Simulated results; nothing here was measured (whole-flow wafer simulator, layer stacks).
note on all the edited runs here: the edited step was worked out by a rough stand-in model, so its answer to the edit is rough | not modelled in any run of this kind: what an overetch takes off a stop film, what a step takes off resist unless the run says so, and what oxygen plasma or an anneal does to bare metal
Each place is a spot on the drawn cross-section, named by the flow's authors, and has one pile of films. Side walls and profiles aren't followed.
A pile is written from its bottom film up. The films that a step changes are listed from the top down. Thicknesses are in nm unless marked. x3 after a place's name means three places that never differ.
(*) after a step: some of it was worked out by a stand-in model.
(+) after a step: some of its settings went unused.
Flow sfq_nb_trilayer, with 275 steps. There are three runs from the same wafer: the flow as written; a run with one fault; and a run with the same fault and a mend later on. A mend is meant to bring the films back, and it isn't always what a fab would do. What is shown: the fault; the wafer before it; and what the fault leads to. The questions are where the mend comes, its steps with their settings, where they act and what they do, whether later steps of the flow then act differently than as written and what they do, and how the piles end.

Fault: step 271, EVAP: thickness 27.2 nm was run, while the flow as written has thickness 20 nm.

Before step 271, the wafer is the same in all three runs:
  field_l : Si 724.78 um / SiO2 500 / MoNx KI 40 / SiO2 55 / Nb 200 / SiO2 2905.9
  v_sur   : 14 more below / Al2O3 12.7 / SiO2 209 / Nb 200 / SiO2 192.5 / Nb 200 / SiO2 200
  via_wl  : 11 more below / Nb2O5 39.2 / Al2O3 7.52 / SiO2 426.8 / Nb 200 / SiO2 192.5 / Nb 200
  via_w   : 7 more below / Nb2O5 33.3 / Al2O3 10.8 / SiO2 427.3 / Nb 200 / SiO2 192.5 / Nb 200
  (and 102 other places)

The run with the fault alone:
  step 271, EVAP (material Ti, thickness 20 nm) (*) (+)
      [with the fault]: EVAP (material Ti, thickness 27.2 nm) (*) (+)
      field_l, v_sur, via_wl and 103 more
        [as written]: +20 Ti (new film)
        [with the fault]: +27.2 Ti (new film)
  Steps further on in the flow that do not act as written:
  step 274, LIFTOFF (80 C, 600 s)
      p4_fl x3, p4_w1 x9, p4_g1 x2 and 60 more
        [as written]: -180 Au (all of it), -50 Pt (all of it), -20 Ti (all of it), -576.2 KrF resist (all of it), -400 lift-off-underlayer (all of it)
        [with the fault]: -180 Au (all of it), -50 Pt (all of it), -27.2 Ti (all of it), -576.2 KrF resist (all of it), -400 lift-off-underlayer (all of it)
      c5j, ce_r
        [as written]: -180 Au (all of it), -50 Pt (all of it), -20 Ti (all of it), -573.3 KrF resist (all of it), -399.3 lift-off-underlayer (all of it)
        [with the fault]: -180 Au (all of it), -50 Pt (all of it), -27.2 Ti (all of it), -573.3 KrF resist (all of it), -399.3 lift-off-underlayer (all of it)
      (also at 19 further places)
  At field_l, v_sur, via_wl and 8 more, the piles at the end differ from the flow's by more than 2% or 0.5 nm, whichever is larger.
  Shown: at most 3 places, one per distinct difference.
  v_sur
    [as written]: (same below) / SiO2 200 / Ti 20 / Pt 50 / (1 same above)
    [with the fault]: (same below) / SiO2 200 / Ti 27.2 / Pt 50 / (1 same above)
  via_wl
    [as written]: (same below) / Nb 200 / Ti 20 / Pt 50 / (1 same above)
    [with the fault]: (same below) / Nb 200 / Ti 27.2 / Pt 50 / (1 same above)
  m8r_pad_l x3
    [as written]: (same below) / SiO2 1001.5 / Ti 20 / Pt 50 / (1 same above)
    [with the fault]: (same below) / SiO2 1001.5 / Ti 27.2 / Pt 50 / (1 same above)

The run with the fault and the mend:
  The mend follows step 271.
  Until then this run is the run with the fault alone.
  step 271a, METAL ETCH (etches Ti, MoNx, depth 7.2 nm) (the flow's step 190, run once more with other settings)
      field_l, v_sur, via_wl and 103 more
        -7.2 Ti
  Every later step of the flow that is run acts as written at every place that is followed.
  At every place that both follow, the piles at the end match the flow's.
